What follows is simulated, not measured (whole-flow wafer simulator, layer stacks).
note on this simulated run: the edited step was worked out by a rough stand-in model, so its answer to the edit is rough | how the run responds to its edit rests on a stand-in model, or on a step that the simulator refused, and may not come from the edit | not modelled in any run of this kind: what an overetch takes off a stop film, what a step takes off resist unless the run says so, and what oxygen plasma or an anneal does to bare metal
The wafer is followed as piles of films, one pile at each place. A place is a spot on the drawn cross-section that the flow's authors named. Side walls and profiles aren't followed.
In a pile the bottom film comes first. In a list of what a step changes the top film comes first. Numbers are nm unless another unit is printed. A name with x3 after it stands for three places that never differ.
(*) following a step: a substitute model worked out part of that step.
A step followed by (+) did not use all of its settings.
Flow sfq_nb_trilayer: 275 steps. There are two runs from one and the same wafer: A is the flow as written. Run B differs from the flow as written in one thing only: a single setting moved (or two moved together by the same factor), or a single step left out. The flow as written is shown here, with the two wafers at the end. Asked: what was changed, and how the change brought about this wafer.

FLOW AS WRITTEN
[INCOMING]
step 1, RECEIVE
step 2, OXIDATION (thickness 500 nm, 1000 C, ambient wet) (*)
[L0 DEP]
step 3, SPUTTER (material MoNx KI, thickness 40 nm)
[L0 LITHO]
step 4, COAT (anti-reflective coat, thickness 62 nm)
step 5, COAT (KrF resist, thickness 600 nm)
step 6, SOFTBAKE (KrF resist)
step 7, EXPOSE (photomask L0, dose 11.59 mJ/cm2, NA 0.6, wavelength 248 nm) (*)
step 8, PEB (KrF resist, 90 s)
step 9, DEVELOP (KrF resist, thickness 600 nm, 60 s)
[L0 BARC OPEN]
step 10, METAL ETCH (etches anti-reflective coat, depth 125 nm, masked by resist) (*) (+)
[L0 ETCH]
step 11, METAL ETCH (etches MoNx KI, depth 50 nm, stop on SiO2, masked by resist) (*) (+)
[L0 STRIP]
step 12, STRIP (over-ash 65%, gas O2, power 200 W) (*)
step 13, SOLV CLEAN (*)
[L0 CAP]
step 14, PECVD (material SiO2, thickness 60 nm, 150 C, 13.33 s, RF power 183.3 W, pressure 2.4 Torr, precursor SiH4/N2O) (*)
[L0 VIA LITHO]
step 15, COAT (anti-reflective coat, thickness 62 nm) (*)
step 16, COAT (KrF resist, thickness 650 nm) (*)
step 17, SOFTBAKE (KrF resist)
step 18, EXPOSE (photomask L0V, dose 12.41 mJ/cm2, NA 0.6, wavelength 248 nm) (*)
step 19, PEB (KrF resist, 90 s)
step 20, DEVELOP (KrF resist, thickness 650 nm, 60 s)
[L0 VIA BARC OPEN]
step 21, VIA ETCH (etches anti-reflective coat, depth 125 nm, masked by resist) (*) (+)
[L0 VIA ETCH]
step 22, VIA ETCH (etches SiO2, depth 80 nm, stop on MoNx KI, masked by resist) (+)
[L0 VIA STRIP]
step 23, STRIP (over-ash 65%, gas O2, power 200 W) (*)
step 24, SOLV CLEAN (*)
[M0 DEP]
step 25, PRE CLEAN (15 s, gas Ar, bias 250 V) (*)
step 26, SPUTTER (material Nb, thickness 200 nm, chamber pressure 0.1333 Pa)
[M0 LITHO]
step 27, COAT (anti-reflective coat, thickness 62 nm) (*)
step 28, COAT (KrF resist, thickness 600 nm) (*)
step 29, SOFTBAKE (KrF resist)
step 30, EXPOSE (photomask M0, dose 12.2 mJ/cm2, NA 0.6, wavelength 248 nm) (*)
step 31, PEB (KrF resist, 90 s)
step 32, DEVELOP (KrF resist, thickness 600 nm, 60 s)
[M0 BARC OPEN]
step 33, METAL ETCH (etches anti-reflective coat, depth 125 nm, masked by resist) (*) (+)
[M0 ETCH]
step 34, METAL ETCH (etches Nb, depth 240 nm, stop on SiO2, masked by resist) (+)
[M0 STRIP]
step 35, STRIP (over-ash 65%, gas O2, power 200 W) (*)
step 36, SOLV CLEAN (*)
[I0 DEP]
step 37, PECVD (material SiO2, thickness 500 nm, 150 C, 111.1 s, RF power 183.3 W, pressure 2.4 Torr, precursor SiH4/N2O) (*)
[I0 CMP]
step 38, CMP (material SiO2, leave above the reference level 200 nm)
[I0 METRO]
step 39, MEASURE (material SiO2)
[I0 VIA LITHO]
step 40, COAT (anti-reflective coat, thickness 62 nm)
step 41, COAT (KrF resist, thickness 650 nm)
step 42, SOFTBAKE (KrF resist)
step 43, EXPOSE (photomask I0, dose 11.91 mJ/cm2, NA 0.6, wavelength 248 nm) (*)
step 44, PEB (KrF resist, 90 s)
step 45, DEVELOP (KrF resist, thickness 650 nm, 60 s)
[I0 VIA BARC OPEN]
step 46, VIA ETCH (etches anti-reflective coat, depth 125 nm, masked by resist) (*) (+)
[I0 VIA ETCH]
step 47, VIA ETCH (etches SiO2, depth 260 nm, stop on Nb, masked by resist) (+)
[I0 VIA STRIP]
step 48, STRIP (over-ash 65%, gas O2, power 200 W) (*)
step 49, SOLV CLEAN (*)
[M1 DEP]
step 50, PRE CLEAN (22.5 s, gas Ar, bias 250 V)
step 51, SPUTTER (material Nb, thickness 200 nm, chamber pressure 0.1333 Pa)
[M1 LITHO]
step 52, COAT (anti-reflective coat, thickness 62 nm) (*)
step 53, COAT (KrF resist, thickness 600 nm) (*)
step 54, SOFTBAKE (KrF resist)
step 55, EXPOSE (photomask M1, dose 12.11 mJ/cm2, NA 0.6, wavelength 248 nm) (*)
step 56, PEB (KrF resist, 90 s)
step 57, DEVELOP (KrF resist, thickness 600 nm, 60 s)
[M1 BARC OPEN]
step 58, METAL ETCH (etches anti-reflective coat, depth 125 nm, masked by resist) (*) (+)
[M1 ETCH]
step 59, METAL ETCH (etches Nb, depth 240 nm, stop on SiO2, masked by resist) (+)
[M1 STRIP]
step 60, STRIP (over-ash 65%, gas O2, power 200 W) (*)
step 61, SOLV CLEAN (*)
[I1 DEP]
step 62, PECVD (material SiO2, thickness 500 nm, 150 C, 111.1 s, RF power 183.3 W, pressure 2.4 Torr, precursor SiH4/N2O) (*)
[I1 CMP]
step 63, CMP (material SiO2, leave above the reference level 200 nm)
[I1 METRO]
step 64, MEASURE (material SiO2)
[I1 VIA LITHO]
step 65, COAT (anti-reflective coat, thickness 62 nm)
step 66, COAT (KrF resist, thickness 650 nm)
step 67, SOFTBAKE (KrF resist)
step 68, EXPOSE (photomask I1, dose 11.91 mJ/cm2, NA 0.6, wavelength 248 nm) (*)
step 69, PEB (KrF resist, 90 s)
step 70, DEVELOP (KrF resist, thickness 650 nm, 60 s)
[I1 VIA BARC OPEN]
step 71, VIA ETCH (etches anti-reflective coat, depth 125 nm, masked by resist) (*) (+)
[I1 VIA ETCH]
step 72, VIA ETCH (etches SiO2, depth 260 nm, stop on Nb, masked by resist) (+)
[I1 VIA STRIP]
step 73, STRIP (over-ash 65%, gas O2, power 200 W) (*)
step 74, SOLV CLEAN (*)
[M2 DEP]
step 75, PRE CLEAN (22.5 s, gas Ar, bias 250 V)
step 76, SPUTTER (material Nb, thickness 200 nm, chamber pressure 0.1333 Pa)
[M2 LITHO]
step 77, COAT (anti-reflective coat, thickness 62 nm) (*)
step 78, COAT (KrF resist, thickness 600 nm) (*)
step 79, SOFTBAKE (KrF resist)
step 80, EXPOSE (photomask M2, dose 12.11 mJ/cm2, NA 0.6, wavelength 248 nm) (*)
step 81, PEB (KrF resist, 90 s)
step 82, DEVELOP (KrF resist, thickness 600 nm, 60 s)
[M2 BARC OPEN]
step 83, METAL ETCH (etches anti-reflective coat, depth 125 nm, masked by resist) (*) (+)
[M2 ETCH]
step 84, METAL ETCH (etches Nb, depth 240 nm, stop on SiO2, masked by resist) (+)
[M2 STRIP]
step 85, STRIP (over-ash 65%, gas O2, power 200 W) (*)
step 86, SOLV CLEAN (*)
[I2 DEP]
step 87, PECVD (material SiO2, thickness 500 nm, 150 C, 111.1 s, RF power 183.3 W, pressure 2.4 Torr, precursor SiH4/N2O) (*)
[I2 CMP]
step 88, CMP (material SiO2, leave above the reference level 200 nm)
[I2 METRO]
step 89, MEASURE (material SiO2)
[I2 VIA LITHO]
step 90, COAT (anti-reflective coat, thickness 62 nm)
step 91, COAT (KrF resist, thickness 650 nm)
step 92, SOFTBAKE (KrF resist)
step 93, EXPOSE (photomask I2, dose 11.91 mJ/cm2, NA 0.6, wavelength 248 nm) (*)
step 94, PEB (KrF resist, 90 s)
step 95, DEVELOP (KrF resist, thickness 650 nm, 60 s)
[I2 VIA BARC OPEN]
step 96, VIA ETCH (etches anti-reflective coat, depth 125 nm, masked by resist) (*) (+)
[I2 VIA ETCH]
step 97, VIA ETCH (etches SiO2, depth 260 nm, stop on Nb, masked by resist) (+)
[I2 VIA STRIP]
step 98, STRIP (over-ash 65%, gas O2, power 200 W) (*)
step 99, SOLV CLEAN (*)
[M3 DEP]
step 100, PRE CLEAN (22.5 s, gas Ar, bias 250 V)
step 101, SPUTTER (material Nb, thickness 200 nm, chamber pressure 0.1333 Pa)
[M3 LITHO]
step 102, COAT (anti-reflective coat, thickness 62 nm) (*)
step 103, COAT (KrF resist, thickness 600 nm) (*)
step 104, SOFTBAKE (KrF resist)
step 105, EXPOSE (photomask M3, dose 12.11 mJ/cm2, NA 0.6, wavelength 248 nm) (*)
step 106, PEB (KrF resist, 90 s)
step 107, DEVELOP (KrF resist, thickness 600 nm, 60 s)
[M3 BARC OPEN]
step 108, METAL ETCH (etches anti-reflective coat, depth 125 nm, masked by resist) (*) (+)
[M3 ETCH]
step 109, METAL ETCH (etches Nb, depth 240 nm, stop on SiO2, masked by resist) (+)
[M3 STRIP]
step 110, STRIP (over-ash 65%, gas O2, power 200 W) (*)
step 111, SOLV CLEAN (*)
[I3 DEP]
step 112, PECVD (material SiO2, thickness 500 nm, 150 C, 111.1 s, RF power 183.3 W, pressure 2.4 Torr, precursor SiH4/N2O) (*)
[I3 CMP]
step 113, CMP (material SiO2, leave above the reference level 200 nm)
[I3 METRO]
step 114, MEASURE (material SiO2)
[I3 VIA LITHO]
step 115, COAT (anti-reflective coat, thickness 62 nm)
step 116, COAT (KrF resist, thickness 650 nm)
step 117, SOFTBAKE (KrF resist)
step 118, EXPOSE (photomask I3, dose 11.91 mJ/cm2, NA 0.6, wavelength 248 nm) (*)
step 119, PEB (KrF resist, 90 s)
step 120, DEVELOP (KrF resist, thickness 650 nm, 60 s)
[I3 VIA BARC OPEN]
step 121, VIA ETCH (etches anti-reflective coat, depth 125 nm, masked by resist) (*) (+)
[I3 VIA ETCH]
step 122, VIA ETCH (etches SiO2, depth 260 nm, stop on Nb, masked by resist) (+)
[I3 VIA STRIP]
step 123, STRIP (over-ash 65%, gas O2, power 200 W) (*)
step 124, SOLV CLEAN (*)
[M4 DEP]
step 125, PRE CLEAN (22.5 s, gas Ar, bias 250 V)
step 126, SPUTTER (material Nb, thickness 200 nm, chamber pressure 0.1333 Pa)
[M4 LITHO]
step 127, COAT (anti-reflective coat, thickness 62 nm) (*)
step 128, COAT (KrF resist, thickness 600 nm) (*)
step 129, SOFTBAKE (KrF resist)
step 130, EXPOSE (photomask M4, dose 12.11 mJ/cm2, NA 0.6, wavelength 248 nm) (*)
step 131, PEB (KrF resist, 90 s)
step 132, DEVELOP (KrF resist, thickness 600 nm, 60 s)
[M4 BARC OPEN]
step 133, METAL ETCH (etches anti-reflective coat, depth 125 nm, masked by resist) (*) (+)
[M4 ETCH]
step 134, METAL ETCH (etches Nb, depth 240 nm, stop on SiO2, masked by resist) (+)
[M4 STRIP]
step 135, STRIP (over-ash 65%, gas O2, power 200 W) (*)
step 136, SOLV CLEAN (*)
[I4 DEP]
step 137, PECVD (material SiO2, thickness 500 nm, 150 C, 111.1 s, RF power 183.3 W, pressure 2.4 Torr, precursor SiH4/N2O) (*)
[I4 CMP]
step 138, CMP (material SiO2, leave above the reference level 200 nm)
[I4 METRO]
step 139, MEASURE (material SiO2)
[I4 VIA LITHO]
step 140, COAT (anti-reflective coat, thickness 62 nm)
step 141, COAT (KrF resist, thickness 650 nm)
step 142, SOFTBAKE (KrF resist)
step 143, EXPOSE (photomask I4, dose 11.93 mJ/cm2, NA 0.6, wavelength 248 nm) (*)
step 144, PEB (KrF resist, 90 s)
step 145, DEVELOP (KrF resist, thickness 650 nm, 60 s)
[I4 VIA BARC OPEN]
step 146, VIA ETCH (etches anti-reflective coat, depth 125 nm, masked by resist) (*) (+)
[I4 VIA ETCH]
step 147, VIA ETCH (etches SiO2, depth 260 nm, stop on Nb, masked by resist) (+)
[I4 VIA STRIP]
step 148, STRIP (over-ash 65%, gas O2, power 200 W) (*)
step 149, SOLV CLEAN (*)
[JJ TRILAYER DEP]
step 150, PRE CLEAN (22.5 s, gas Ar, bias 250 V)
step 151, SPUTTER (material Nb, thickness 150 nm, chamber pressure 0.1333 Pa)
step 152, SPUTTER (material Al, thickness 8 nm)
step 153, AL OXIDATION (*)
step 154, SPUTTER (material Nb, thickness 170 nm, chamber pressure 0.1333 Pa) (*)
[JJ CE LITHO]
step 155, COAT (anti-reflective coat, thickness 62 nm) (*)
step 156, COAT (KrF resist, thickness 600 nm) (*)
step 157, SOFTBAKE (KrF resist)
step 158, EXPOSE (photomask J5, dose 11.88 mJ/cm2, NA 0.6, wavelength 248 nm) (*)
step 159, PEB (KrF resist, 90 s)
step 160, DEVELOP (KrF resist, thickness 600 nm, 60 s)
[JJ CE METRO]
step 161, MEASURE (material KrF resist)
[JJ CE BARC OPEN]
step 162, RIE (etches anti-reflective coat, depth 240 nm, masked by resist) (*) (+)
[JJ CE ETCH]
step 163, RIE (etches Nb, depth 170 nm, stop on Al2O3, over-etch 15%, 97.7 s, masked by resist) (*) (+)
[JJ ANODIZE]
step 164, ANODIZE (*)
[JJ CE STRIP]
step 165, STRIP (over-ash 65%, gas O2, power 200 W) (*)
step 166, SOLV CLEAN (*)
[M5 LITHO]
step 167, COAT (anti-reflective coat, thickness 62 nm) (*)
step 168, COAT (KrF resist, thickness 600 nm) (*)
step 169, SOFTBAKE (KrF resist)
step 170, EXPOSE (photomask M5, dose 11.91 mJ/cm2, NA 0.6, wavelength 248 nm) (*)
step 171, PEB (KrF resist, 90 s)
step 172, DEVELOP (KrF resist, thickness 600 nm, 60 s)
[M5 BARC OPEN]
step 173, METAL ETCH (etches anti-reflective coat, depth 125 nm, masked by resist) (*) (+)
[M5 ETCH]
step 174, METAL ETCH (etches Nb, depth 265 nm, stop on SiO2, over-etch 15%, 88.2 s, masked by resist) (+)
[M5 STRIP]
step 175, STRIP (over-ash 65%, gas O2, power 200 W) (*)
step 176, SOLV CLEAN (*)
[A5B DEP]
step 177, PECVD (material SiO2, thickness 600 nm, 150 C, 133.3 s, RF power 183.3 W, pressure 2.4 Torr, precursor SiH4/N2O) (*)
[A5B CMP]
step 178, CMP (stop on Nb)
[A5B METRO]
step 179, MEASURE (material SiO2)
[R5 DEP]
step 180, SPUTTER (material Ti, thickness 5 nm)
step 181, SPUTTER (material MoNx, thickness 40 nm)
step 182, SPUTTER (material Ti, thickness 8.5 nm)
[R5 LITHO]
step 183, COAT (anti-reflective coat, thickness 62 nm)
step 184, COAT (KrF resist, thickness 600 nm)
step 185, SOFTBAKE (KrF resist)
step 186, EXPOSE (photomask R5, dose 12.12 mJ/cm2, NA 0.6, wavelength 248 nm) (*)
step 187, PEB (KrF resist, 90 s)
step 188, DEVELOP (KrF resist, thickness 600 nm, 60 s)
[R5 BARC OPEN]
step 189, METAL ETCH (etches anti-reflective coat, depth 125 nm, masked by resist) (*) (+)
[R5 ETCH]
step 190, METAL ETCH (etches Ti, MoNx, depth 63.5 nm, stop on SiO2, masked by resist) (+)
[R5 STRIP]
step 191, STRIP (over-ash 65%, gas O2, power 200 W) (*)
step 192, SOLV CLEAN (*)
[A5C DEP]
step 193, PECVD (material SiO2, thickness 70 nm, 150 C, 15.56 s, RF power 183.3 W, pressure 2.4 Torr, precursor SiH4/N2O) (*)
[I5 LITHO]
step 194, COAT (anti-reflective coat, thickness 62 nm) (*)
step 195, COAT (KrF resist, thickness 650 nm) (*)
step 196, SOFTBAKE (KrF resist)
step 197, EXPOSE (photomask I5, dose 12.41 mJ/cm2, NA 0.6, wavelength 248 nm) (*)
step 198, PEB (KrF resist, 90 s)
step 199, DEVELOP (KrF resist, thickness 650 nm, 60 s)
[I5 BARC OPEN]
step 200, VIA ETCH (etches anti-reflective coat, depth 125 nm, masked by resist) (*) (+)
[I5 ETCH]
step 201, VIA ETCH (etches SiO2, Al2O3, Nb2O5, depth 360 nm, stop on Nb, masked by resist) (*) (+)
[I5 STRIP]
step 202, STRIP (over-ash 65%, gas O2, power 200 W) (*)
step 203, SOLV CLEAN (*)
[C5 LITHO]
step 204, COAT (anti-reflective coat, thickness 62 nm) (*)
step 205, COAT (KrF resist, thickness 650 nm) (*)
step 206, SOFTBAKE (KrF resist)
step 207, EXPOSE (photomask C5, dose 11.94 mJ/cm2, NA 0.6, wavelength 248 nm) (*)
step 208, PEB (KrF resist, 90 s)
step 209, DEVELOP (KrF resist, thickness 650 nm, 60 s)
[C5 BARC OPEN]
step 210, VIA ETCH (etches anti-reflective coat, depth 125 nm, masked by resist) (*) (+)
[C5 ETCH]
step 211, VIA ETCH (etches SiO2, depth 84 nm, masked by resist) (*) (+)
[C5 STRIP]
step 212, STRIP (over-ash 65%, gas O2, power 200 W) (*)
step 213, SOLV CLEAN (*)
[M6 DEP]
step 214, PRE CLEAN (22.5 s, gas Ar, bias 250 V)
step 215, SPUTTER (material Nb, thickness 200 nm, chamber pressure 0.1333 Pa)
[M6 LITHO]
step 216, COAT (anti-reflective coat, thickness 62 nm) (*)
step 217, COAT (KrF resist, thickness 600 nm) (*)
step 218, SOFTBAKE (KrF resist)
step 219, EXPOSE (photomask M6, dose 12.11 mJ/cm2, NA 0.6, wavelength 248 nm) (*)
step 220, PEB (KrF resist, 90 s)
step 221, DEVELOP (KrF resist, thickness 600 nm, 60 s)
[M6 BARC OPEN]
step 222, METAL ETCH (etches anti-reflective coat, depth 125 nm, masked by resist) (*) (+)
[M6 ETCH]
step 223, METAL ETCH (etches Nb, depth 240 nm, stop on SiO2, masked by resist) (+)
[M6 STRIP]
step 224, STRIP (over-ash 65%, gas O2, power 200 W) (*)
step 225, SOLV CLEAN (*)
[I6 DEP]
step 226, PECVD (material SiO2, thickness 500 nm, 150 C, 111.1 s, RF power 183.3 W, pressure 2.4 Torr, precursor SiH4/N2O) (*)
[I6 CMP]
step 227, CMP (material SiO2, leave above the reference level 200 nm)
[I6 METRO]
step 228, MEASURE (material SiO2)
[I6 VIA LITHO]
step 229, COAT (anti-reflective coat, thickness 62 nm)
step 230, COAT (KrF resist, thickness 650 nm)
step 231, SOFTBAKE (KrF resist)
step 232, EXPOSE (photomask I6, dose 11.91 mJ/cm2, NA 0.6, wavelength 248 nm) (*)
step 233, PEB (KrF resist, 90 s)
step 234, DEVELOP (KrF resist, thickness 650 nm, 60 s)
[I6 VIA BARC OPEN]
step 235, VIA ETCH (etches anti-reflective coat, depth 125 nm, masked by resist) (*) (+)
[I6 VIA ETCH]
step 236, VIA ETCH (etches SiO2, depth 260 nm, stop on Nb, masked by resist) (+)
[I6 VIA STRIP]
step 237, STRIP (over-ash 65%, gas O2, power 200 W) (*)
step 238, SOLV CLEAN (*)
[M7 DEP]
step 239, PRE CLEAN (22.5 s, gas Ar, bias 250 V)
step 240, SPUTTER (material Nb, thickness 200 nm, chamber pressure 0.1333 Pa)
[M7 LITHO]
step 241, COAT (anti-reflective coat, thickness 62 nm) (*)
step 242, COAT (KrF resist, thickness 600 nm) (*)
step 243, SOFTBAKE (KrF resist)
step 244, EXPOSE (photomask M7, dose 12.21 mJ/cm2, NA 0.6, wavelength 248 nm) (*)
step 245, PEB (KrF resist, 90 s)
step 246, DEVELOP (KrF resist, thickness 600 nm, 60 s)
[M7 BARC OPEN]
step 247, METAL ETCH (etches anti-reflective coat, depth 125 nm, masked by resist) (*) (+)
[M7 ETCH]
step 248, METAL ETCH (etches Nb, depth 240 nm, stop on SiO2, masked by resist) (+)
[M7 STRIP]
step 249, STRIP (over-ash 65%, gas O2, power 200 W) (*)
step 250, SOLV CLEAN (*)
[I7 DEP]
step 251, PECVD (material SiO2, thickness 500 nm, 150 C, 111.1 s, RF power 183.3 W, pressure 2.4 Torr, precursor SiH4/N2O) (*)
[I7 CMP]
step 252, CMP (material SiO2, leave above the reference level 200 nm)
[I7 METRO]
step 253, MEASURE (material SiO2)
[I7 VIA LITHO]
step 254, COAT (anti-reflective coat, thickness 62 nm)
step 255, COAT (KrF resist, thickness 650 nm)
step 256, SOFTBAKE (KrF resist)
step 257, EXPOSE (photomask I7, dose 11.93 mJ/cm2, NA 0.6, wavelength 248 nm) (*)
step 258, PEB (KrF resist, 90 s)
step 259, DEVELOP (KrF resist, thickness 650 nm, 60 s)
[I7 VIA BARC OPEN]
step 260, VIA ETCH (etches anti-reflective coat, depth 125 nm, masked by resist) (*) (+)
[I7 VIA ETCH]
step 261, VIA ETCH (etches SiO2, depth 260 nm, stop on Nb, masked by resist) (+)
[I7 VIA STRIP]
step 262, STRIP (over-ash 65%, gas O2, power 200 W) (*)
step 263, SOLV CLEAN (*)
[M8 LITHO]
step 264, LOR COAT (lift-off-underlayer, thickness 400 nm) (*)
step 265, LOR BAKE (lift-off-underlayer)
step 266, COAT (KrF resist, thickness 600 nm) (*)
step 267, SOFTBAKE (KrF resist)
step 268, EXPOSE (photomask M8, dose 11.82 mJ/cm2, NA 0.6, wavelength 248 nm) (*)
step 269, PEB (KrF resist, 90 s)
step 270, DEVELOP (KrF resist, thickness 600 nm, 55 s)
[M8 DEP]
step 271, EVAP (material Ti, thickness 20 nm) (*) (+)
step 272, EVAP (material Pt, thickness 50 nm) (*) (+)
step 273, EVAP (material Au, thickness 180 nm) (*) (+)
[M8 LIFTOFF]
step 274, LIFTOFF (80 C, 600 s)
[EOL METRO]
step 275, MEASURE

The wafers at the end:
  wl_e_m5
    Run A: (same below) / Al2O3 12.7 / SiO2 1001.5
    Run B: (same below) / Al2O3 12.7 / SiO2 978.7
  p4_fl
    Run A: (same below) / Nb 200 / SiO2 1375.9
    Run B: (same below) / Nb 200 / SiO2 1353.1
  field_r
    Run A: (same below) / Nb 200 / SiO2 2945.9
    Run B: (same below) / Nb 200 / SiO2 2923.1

What caused this: step 193, PECVD: thickness 47.2 nm was run, whereas the flow has thickness 70 nm; step 193, PECVD: 10.5 s was run, where the flow has 15.56 s.

How this came from the change, step by step:
  step 193, PECVD (material SiO2, thickness 70 nm, 150 C, 15.56 s, RF power 183.3 W, pressure 2.4 Torr, precursor SiH4/N2O) (*)
      field_l, v_sur, via_wl and 92 more: A +70 SiO2 | B +47.2 SiO2
      ce_l, c5j, ce_r and 8 more: A +70 SiO2 (new film) | B +47.2 SiO2 (new film)
  step 201, VIA ETCH (etches SiO2, Al2O3, Nb2O5, depth 360 nm, stop on Nb, masked by resist) (*) (+)
      be: A -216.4 SiO2 (all of it), -12.7 Al2O3 (all of it), -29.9 Nb2O5 (all of it) | B -193.6 SiO2 (all of it), -12.7 Al2O3 (all of it), -29.9 Nb2O5 (all of it)
  step 204, COAT (anti-reflective coat, thickness 62 nm) (*)
      be: A +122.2 anti-reflective coat (new film) | B +118.8 anti-reflective coat (new film)
  step 211, VIA ETCH (etches SiO2, depth 84 nm, masked by resist) (*) (+)
      field_l, v_sur, via_wl and 101 more: A -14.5 KrF resist | B -12.2 KrF resist
      c5j: A -69.9 SiO2 (all of it), -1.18 Nb | B -47.1 SiO2 (all of it), -1.96 Nb
      (as well as at 1 more place)
  step 212, STRIP (over-ash 65%, gas O2, power 200 W) (*)
      be: A -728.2 KrF resist (all of it), -122.2 anti-reflective coat (all of it) | B -714.2 KrF resist (all of it), -118.8 anti-reflective coat (all of it)
  step 215, SPUTTER (material Nb, thickness 200 nm, chamber pressure 0.1333 Pa)
      be: A +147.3 Nb | B +152.6 Nb
      c5j: A +188.4 Nb | B +194.8 Nb
      (as well as at 1 more place)
  step 216, COAT (anti-reflective coat, thickness 62 nm) (*)
      be: A +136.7 anti-reflective coat (new film) | B +132.3 anti-reflective coat (new film)
      ce_l: A +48 anti-reflective coat (new film) | B +53.8 anti-reflective coat (new film)
      (as well as at 5 more places)
  step 217, COAT (KrF resist, thickness 600 nm) (*)
      be: A +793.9 KrF resist (new film) | B +774.5 KrF resist (new film)
  step 224, STRIP (over-ash 65%, gas O2, power 200 W) (*)
      be: A -575.8 KrF resist (all of it), -136.7 anti-reflective coat (all of it) | B -556.4 KrF resist (all of it), -132.3 anti-reflective coat (all of it)
      ce_l: A -397.1 KrF resist (all of it), -48 anti-reflective coat (all of it) | B -394.1 KrF resist (all of it), -53.8 anti-reflective coat (all of it)
      (as well as at 5 more places)
  step 226, PECVD (material SiO2, thickness 500 nm, 150 C, 111.1 s, RF power 183.3 W, pressure 2.4 Torr, precursor SiH4/N2O) (*)
      be: A +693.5 SiO2 (new film) | B +665.5 SiO2 (new film)
      c5j: A +514.7 SiO2 (new film) | B +500 SiO2 (new film)
  step 227, CMP (material SiO2, leave above the reference level 200 nm)
      c5j: A -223 SiO2 | B -236.7 SiO2
      res: A -279.4 SiO2 | B -306.6 SiO2
